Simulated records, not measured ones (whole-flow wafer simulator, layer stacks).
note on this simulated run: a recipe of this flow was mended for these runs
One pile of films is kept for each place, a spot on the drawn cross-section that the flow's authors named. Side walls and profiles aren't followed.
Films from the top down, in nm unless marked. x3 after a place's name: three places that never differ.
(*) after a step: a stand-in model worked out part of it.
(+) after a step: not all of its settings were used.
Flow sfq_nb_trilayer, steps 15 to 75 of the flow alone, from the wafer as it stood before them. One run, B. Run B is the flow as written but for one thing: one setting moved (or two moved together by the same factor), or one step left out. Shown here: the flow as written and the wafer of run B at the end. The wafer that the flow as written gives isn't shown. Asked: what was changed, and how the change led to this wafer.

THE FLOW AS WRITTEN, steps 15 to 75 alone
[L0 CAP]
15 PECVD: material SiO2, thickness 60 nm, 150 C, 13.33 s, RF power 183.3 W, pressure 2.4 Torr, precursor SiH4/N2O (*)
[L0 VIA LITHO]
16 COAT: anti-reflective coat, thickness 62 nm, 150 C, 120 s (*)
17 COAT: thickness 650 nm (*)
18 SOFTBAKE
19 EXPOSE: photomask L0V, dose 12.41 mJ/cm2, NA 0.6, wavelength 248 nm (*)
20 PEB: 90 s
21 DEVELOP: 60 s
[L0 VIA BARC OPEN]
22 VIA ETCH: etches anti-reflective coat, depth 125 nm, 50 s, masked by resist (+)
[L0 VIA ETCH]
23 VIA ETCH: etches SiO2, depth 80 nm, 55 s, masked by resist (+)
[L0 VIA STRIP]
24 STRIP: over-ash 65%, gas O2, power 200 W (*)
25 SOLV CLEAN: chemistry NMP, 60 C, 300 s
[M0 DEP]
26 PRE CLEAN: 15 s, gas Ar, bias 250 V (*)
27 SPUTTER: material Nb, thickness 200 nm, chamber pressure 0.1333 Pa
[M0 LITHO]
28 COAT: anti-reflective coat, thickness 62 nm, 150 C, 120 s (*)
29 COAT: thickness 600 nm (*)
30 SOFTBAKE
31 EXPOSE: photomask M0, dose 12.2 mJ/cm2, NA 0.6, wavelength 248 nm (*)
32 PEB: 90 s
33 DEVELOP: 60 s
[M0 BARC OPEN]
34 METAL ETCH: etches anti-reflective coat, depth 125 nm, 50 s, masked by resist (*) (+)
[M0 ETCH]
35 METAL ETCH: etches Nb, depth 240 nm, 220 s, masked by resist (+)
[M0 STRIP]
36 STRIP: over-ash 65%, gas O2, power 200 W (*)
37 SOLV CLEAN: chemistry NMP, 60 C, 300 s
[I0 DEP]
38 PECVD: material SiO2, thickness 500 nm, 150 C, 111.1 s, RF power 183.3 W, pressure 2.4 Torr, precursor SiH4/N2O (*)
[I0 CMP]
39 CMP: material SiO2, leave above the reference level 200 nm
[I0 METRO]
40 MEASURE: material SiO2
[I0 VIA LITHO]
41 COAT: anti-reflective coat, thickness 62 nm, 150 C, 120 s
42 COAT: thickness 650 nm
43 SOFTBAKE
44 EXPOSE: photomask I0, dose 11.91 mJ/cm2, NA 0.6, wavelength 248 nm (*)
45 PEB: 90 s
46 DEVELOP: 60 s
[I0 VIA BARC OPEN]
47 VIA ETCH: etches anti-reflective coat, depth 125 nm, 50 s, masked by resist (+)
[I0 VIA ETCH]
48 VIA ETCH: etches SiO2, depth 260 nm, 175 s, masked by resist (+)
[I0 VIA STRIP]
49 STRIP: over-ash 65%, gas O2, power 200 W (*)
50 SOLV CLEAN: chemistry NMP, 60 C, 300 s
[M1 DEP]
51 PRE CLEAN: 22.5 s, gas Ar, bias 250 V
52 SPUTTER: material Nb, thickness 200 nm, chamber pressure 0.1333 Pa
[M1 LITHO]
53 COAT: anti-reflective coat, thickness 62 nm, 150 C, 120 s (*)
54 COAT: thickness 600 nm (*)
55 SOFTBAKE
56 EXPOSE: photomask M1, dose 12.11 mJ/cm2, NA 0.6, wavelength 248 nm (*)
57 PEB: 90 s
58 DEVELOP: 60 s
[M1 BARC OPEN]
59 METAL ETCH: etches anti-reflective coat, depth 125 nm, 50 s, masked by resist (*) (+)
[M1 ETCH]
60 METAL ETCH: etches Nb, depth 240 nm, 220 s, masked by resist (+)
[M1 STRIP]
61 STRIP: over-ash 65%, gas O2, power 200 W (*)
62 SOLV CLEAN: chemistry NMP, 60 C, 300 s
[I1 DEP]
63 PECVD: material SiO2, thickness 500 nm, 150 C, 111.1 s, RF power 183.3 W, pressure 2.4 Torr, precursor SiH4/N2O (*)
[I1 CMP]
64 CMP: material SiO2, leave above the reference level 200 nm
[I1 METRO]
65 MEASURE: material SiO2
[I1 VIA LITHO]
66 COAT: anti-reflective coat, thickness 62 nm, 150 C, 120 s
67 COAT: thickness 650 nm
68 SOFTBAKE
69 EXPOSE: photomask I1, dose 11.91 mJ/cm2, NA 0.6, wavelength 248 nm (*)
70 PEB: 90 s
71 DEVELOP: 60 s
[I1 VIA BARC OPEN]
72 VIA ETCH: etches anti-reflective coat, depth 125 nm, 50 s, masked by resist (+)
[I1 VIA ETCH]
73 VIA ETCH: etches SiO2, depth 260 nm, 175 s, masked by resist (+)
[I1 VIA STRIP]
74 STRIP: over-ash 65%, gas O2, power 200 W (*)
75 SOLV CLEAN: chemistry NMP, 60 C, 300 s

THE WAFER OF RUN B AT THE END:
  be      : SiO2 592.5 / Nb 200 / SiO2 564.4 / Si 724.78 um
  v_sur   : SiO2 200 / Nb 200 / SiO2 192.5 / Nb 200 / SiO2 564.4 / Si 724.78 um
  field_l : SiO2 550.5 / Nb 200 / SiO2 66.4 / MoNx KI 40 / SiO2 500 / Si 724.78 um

The cause: step 15, PECVD: RF power 293.3 W was run, where the flow has RF power 183.3 W.

How the change led to this, step by step:
  15 PECVD: material SiO2, thickness 60 nm, 150 C, 13.33 s, RF power 183.3 W, pressure 2.4 Torr, precursor SiH4/N2O (*)
      v_sur, via_wl, via_w and 97 more: SiO2 +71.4 (as written it would be: SiO2 +60)
      field_l, l0_sur, l0v, l0r_line_l, l0r_line_c, l0r_line_r: SiO2 +71.4 (new film) (as written it would be: SiO2 +60 (new film))
  23 VIA ETCH: etches SiO2, depth 80 nm, 55 s, masked by resist (+)
      l0v: SiO2 -71.1 (all of it), MoNx KI -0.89 (as written it would be: SiO2 -59.7 (all of it), MoNx KI -2.03)
  28 COAT: anti-reflective coat, thickness 62 nm, 150 C, 120 s (*)
      l0_sur: anti-reflective coat +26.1 (new film) (as written it would be: anti-reflective coat +29.3 (new film))
      l0v: anti-reflective coat +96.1 (new film) (as written it would be: anti-reflective coat +92.5 (new film))
  36 STRIP: over-ash 65%, gas O2, power 200 W (*)
      l0_sur: KrF-resist-other-grade -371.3 (all of it), anti-reflective coat -26.1 (all of it) (as written it would be: KrF-resist-other-grade -370 (all of it), anti-reflective coat -29.3 (all of it))
      l0v: KrF-resist-other-grade -380.2 (all of it), anti-reflective coat -96.1 (all of it) (as written it would be: KrF-resist-other-grade -374.1 (all of it), anti-reflective coat -92.5 (all of it))
  39 CMP: material SiO2, leave above the reference level 200 nm
      l0v: SiO2 -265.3 (as written it would be: SiO2 -277.4)
